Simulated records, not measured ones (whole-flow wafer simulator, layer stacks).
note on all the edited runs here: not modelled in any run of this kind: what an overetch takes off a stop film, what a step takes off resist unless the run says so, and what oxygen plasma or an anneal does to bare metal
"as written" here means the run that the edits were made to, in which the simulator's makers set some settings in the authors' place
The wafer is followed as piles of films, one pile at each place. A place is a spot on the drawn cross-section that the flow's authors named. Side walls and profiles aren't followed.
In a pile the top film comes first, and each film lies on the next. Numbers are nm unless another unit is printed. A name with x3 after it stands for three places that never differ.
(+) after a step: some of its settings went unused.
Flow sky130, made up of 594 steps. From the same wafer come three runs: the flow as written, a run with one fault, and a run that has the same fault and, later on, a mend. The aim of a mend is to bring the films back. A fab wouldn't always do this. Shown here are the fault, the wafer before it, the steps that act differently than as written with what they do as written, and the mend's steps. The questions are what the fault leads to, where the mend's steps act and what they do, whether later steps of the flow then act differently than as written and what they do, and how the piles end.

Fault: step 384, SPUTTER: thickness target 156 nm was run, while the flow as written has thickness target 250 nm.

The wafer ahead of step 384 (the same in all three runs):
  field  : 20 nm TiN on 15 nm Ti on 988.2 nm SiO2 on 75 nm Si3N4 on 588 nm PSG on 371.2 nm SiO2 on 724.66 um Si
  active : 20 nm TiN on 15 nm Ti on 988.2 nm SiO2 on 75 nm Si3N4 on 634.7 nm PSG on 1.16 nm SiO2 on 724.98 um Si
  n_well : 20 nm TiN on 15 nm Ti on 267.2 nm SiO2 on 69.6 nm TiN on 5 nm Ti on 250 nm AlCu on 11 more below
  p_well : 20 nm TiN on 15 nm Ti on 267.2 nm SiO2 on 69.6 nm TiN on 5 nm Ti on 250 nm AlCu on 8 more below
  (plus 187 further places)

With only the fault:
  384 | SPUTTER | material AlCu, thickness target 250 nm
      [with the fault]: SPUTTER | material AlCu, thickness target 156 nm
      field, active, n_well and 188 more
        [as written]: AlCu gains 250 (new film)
        [with the fault]: AlCu gains 156 (new film)
  Steps later in the flow that act otherwise than as written (not shown: 8 more steps that differ only slightly, by at most 2% or 0.5 nm, whichever is larger):
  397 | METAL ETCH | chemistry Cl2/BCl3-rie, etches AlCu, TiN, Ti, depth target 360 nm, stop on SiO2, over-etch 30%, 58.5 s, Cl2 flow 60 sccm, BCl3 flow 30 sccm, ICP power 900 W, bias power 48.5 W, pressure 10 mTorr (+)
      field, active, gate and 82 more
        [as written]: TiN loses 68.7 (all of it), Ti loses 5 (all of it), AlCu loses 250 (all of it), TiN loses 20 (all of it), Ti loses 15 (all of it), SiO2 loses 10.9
        [with the fault]: TiN loses 68.7 (all of it), Ti loses 5 (all of it), AlCu loses 156 (all of it), TiN loses 20 (all of it), Ti loses 15 (all of it), SiO2 loses 20.3
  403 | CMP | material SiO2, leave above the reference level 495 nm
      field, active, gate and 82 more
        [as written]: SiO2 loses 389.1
        [with the fault]: SiO2 loses 473.7
  At field, active, n_well and 190 more, the piles at the end differ from the flow's by more than 2% or 0.5 nm, whichever is larger.
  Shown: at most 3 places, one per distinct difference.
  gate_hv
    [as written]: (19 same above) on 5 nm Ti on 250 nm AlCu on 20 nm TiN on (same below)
    [with the fault]: (19 same above) on 5 nm Ti on 156 nm AlCu on 20 nm TiN on (same below)
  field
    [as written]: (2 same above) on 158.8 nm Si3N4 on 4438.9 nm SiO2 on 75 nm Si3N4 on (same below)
    [with the fault]: (2 same above) on 158.8 nm Si3N4 on 4344.9 nm SiO2 on 75 nm Si3N4 on (same below)
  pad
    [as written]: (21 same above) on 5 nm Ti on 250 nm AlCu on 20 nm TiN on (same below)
    [with the fault]: (21 same above) on 5 nm Ti on 156 nm AlCu on 20 nm TiN on (same below)

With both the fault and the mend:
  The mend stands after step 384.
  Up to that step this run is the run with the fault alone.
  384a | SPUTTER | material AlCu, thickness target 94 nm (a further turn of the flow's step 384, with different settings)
      field, active, n_well and 188 more
        AlCu gains 94
  Later steps of the flow that are run all act as written at every place that is followed.
  The piles end the same as the flow's at every place that both follow.
